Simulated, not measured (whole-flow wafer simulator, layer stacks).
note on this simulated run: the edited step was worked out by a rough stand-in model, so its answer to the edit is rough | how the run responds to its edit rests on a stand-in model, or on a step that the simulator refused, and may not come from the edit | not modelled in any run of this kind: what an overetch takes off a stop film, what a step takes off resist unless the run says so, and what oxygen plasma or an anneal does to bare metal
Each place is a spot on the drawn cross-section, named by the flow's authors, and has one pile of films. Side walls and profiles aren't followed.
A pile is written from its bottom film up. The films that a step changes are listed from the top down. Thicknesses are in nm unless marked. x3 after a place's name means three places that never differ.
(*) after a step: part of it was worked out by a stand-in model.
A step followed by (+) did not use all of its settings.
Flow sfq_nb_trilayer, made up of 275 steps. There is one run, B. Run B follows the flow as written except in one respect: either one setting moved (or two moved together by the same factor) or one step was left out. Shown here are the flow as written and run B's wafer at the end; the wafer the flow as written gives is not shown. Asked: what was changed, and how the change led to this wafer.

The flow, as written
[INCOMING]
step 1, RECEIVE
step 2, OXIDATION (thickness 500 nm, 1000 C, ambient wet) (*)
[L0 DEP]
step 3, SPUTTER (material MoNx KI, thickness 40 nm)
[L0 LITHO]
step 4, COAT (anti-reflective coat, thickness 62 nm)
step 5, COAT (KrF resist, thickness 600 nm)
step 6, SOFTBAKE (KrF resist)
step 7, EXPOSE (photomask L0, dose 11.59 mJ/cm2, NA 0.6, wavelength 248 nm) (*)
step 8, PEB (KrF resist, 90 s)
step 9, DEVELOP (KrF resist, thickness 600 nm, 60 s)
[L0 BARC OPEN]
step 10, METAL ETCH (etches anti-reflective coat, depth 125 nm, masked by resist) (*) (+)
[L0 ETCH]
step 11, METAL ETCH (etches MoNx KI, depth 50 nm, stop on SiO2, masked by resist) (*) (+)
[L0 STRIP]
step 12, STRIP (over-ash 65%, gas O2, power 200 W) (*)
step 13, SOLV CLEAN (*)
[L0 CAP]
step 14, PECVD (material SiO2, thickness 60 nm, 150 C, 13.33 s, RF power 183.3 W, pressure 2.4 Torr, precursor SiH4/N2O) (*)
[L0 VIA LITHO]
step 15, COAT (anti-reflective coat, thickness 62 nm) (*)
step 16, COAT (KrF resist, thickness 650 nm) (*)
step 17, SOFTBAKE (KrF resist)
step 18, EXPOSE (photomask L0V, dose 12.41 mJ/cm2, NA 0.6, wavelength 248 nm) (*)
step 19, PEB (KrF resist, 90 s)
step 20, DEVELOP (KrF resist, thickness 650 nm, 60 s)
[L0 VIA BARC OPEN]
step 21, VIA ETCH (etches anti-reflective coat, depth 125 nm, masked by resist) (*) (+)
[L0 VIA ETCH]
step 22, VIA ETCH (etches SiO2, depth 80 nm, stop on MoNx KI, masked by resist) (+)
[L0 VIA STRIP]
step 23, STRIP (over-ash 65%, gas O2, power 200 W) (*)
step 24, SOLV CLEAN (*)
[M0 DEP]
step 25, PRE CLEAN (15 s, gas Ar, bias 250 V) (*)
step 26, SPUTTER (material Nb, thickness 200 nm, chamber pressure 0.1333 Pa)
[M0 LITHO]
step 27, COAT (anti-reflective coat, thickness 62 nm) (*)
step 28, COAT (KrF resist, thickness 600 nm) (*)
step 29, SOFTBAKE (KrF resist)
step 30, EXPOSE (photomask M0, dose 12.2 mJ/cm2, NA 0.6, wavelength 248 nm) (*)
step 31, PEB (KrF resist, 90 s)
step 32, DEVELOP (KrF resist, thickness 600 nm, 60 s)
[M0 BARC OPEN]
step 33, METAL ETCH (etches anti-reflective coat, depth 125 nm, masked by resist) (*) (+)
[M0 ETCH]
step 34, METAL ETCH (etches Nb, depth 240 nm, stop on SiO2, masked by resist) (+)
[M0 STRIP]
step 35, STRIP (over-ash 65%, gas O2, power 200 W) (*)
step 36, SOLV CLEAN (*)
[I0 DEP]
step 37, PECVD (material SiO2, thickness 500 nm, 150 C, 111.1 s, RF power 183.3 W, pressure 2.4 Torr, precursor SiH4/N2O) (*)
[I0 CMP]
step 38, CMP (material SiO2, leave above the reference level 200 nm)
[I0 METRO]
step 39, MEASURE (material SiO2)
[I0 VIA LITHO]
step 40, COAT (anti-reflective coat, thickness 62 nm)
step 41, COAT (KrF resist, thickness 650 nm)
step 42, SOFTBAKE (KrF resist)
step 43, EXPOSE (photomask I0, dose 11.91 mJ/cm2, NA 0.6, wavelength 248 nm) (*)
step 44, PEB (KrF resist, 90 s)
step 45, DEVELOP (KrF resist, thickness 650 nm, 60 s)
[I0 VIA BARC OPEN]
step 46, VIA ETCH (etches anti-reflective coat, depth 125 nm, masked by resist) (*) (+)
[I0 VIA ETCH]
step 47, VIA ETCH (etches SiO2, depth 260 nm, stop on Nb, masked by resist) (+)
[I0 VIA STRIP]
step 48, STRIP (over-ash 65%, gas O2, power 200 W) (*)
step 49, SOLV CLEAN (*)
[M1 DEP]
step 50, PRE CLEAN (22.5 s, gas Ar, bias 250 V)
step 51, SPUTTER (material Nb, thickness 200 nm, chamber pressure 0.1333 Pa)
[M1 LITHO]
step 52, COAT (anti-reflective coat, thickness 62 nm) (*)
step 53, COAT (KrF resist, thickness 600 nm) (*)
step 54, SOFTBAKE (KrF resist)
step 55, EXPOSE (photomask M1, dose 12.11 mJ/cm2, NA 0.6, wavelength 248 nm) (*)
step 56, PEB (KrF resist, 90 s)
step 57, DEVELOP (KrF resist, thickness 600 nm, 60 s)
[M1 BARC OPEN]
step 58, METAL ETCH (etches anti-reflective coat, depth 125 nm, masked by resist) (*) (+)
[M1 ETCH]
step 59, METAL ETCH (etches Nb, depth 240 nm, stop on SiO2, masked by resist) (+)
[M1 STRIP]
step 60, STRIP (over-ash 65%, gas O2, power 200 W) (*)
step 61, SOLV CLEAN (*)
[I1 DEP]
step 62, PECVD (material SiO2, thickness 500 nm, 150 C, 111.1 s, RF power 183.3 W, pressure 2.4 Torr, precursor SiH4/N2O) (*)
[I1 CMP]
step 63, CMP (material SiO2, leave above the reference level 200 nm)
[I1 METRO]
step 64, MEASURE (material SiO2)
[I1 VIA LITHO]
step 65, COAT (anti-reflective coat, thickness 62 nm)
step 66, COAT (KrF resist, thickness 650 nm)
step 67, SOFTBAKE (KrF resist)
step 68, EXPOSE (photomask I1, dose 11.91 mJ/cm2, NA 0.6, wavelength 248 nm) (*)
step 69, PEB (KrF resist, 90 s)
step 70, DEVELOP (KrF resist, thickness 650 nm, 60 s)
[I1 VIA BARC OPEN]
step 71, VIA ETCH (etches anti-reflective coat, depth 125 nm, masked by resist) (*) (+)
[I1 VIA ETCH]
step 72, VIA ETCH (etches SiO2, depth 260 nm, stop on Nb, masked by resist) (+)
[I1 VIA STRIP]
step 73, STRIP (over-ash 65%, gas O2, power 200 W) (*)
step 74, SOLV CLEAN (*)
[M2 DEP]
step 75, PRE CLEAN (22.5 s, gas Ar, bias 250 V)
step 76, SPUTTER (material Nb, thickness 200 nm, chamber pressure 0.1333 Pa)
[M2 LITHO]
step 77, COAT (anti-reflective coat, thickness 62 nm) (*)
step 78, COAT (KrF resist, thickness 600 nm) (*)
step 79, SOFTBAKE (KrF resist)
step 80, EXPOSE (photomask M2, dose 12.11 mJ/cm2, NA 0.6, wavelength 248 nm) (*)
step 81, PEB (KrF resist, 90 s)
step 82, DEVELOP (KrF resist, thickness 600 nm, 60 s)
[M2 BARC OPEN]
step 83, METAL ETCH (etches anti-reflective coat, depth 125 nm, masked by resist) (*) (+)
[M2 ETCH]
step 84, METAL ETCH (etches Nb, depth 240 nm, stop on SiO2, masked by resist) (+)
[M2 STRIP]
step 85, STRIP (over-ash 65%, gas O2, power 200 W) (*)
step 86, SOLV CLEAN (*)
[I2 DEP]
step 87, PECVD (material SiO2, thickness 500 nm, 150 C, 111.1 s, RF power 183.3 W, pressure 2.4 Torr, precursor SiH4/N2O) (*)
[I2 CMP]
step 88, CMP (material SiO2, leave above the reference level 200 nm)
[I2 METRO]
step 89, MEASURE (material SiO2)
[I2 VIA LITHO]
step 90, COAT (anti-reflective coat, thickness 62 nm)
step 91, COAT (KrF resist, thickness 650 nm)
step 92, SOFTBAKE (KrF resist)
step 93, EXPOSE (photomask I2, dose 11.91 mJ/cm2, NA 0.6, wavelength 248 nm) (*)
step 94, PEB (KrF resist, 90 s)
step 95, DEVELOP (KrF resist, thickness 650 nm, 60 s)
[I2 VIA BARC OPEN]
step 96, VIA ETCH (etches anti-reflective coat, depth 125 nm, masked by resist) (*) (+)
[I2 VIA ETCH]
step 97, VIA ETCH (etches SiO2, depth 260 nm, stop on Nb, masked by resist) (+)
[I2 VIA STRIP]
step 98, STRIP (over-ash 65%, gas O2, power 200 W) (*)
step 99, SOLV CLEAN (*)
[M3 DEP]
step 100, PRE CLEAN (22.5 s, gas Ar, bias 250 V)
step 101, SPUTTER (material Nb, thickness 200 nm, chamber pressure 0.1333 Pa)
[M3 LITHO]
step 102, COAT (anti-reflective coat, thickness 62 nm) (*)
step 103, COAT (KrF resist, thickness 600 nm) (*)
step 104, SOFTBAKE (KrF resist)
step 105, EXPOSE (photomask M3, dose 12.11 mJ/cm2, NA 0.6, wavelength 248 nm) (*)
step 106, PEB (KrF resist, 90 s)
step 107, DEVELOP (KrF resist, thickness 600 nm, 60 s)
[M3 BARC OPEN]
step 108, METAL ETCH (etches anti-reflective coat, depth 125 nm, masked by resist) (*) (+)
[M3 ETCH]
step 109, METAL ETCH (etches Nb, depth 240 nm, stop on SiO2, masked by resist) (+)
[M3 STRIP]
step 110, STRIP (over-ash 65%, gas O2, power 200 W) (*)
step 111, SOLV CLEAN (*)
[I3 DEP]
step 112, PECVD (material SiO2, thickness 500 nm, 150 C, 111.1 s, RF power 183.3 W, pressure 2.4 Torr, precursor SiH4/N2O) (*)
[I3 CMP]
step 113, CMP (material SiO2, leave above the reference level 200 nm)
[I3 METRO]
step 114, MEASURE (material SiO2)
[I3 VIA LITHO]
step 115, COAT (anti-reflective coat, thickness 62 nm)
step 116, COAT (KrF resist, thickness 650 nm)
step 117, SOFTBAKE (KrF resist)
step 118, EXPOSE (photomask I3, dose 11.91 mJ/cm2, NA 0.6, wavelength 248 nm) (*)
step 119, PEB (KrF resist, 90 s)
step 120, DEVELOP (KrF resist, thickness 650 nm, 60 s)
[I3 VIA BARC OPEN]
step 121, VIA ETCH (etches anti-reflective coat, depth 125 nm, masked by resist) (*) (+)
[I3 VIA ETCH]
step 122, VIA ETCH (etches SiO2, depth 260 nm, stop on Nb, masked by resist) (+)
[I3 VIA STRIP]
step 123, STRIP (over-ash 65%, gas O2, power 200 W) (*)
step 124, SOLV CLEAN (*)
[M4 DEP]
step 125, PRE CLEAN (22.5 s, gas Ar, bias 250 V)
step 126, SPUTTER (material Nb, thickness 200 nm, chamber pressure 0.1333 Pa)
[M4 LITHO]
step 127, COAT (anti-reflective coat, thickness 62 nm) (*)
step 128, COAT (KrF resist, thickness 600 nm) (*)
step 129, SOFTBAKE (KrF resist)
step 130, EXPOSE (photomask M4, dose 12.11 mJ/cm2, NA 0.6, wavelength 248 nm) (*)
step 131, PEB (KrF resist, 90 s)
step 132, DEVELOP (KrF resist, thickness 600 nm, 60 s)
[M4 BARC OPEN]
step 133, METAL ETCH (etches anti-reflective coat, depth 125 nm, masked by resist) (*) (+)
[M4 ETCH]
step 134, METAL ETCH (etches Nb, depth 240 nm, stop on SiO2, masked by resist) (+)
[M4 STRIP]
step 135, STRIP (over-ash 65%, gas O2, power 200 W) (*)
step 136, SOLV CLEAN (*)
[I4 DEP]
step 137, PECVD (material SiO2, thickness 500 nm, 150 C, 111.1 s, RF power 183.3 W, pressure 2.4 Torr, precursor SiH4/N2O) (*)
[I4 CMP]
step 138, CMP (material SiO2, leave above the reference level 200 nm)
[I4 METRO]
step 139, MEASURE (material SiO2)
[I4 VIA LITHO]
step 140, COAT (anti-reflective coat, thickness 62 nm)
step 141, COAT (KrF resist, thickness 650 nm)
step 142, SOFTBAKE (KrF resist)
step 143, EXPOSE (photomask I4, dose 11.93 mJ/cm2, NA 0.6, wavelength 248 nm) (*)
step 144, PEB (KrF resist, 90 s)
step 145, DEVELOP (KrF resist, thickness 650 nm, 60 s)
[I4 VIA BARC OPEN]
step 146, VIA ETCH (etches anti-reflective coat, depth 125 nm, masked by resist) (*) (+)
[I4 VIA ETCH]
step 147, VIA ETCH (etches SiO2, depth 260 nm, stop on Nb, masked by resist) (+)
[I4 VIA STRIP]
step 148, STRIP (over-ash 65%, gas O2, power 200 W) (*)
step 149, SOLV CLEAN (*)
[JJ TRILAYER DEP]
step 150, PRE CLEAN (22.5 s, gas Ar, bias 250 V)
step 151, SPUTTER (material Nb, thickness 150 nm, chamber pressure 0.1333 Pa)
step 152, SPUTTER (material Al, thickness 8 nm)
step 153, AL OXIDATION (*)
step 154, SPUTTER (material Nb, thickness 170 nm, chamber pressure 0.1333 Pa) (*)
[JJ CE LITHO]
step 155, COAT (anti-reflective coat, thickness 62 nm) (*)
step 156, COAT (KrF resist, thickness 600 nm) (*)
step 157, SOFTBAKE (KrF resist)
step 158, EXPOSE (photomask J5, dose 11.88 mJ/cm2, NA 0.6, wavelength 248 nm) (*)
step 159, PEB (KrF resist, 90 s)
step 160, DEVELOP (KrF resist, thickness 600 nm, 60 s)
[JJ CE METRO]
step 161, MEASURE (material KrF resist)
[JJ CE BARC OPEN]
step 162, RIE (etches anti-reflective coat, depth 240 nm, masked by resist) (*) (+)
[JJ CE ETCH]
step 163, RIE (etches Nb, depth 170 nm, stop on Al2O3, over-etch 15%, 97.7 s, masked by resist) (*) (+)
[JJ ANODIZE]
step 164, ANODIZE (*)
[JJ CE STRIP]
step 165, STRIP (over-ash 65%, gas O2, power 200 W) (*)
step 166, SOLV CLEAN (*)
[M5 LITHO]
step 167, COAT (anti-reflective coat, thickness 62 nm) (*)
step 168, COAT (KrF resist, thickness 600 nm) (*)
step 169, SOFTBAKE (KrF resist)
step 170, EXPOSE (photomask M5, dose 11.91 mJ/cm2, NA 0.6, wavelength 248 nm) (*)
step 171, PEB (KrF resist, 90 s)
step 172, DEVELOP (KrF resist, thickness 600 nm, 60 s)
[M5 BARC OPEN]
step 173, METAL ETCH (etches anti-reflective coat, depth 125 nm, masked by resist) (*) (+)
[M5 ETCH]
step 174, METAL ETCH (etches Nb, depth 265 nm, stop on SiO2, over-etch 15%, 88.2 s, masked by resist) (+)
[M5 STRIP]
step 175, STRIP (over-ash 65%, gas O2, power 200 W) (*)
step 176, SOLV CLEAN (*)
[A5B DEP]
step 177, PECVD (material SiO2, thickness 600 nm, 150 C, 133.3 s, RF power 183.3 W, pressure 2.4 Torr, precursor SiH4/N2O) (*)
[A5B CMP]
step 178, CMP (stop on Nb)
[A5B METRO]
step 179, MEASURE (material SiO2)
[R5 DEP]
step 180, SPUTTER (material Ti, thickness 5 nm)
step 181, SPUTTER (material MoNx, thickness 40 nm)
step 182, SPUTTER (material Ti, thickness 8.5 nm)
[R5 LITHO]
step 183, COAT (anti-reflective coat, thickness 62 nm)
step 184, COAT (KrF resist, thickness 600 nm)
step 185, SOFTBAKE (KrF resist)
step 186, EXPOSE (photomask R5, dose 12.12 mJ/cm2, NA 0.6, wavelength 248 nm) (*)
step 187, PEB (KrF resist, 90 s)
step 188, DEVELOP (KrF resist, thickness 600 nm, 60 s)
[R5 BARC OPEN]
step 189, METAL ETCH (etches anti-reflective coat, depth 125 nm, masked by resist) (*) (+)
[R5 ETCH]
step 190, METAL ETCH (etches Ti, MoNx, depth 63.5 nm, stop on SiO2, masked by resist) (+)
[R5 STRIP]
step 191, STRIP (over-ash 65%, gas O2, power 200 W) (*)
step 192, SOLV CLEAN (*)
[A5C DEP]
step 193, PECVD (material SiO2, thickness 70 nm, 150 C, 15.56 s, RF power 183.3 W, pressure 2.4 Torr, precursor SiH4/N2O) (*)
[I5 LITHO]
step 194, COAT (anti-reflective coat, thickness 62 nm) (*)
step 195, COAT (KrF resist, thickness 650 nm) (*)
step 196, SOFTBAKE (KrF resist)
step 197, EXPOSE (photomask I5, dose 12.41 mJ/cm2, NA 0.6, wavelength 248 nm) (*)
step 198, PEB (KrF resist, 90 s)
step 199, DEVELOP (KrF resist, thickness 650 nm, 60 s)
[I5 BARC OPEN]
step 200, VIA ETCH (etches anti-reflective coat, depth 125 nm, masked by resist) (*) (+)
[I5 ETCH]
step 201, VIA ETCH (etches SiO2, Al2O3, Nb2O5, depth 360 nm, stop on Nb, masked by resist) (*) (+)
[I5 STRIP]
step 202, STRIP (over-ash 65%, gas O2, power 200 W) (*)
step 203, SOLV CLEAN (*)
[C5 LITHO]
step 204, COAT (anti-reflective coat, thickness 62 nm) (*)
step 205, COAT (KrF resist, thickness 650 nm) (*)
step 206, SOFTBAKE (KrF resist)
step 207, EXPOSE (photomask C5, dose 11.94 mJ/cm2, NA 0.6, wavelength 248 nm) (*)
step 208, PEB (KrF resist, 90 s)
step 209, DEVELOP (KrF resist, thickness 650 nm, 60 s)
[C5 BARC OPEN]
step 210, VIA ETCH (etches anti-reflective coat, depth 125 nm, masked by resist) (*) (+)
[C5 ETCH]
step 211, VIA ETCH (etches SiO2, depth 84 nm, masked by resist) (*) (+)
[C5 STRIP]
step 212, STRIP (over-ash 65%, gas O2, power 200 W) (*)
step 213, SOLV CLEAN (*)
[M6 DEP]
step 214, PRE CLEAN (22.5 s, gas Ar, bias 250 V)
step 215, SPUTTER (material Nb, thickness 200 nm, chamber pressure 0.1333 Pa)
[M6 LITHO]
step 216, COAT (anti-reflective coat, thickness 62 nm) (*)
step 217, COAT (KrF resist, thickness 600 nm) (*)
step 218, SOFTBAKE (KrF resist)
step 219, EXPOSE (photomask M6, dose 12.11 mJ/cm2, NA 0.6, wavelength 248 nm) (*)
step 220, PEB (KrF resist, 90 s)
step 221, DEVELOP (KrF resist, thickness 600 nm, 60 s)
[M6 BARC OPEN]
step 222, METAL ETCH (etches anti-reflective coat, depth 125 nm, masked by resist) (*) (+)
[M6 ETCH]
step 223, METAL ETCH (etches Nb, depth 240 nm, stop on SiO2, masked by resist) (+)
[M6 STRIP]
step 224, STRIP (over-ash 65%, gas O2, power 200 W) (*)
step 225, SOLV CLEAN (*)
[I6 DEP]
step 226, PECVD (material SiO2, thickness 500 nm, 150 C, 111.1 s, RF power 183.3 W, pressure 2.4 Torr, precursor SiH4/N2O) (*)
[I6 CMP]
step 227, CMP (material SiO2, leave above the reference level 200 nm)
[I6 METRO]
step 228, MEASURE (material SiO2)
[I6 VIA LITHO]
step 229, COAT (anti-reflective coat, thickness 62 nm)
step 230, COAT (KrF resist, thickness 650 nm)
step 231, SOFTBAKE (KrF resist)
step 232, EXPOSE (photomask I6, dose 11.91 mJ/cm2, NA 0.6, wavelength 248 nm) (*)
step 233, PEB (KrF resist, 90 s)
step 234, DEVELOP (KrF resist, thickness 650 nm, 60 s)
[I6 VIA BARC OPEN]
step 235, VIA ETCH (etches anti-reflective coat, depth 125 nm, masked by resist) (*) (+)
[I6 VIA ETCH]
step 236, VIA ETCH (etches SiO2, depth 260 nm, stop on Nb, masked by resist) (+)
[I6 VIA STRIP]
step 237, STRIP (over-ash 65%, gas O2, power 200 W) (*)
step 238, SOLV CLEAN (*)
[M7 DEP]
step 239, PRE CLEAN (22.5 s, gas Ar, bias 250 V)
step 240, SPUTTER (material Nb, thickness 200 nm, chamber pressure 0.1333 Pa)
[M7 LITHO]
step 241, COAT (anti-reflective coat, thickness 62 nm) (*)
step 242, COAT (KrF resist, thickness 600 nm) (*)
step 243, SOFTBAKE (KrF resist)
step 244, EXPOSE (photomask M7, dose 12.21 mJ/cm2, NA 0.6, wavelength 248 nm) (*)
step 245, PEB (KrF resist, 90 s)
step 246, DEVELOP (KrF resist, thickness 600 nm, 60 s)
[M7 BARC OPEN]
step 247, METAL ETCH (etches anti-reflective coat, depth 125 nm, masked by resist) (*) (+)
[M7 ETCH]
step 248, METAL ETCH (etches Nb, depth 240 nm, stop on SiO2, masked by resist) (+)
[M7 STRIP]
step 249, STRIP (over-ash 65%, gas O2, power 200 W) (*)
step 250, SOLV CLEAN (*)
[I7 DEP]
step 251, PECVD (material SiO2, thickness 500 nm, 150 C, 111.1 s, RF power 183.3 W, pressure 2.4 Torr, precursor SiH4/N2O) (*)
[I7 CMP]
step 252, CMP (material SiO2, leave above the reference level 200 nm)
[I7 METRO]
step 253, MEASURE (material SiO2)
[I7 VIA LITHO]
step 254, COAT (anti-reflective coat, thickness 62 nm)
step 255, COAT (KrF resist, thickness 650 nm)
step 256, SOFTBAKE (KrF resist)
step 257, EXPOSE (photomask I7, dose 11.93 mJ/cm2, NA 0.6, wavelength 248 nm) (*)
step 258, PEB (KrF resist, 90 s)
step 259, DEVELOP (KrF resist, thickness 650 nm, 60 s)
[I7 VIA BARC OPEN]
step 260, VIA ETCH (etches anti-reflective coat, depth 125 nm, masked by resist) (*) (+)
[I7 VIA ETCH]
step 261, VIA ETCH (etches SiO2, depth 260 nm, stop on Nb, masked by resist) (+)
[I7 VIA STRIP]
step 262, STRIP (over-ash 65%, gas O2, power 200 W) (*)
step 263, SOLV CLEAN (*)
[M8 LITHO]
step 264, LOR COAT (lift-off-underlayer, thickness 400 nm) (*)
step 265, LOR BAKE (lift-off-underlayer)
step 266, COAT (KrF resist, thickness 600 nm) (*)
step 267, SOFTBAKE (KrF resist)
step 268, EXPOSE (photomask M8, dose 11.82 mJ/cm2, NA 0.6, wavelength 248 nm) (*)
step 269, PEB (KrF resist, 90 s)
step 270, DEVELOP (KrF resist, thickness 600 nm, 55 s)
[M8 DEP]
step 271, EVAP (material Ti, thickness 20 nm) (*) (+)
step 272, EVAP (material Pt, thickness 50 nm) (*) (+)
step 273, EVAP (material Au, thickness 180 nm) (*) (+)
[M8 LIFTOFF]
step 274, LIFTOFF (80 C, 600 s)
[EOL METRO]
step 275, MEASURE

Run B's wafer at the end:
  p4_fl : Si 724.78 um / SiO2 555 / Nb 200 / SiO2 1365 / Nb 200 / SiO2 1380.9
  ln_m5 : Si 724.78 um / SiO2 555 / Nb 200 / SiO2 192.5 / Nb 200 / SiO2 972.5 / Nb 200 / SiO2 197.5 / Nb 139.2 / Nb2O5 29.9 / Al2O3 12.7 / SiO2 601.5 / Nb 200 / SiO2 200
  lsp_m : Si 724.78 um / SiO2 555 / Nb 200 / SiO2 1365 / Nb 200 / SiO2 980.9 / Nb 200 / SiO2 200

The reason: step 112, PECVD: thickness 395 nm was run, whereas the flow has thickness 500 nm; step 112, PECVD: 87.78 s was run, where the flow has 111.1 s.

Step by step, how the change led to this:
  step 112, PECVD (material SiO2, thickness 500 nm, 150 C, 111.1 s, RF power 183.3 W, pressure 2.4 Torr, precursor SiH4/N2O) (*)
      field_l, be, be_sur and 64 more: SiO2 gains 395 (in the flow as written it would be: SiO2 gains 500)
      v_sur, via_wl, via_wr and 27 more: SiO2 gains 395 (new film) (in the flow as written it would be: SiO2 gains 500 (new film))
      (and at 9 other places as well)
  step 113, CMP (material SiO2, leave above the reference level 200 nm)
      field_l, be, be_sur and 64 more: nothing (in the flow as written it would be: SiO2 loses 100)
      p4_g1, p4_g2, p3_s0, p3_s1, p3_s2, p3_s3, p3_s4, p3_s5: nothing (in the flow as written it would be: SiO2 loses 157.1)
      (and at 31 other places as well)
  step 115, COAT (anti-reflective coat, thickness 62 nm)
      p3_s0, p3_s1, p3_s2, p3_s3, p3_s4, p3_s5, m8r_pad_l, m8r_pad_r: anti-reflective coat gains 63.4 (new film) (in the flow as written it would be: anti-reflective coat gains 62 (new film))
      p3_l1, p3_l2, p3_l3, p3_l4, p3_l5, p3_l6: anti-reflective coat gains 60.6 (new film) (in the flow as written it would be: anti-reflective coat gains 62 (new film))
      (and at 4 other places as well)
  step 123, STRIP (over-ash 65%, gas O2, power 200 W) (*)
      p3_s1, p3_s2, p3_s3, p3_s4: KrF resist loses 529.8 (all of it), anti-reflective coat loses 63.4 (all of it) (in the flow as written it would be: KrF resist loses 528.6 (all of it), anti-reflective coat loses 62 (all of it))
      p3_l2, p3_l3, p3_l4, p3_l5: KrF resist loses 527.6 (all of it), anti-reflective coat loses 60.6 (all of it) (in the flow as written it would be: KrF resist loses 528.6 (all of it), anti-reflective coat loses 62 (all of it))
      (and at 10 other places as well)
  step 127, COAT (anti-reflective coat, thickness 62 nm) (*)
      p3_l1, p3_l2, p3_l3, p3_l4, p3_l5, p3_l6: anti-reflective coat gains 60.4 (new film) (in the flow as written it would be: anti-reflective coat gains 62 (new film))
      p4_w1, p4_w2, p4_w3: anti-reflective coat gains 60.7 (new film) (in the flow as written it would be: anti-reflective coat gains 62 (new film))
      (and at 7 other places as well)
  step 133, METAL ETCH (etches anti-reflective coat, depth 125 nm, masked by resist) (*) (+)
      m5r_linepad_l, m5r_linepad_r: anti-reflective coat loses 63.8 (all of it) (in the flow as written it would be: anti-reflective coat loses 62 (all of it))
      r5r_spacepad_l, r5r_spacepad_r: anti-reflective coat loses 63.9 (all of it) (in the flow as written it would be: anti-reflective coat loses 62 (all of it))
      (and at 2 other places as well)
  step 135, STRIP (over-ash 65%, gas O2, power 200 W) (*)
      p3_l2, p3_l3, p3_l4, p3_l5: KrF resist loses 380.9 (all of it), anti-reflective coat loses 60.4 (all of it) (in the flow as written it would be: KrF resist loses 382.4 (all of it), anti-reflective coat loses 62 (all of it))
      v_sur: KrF resist loses 378.3 (all of it), anti-reflective coat loses 60.1 (all of it) (in the flow as written it would be: KrF resist loses 379.9 (all of it), anti-reflective coat loses 61.4 (all of it))
      (and at 5 other places as well)
  step 138, CMP (material SiO2, leave above the reference level 200 nm)
      field_l, be, be_sur and 55 more: SiO2 loses 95 (in the flow as written it would be: SiO2 loses 100)
      lsp_r, l0_sur, l0v: SiO2 loses 86.9 (in the flow as written it would be: SiO2 loses 91.9)
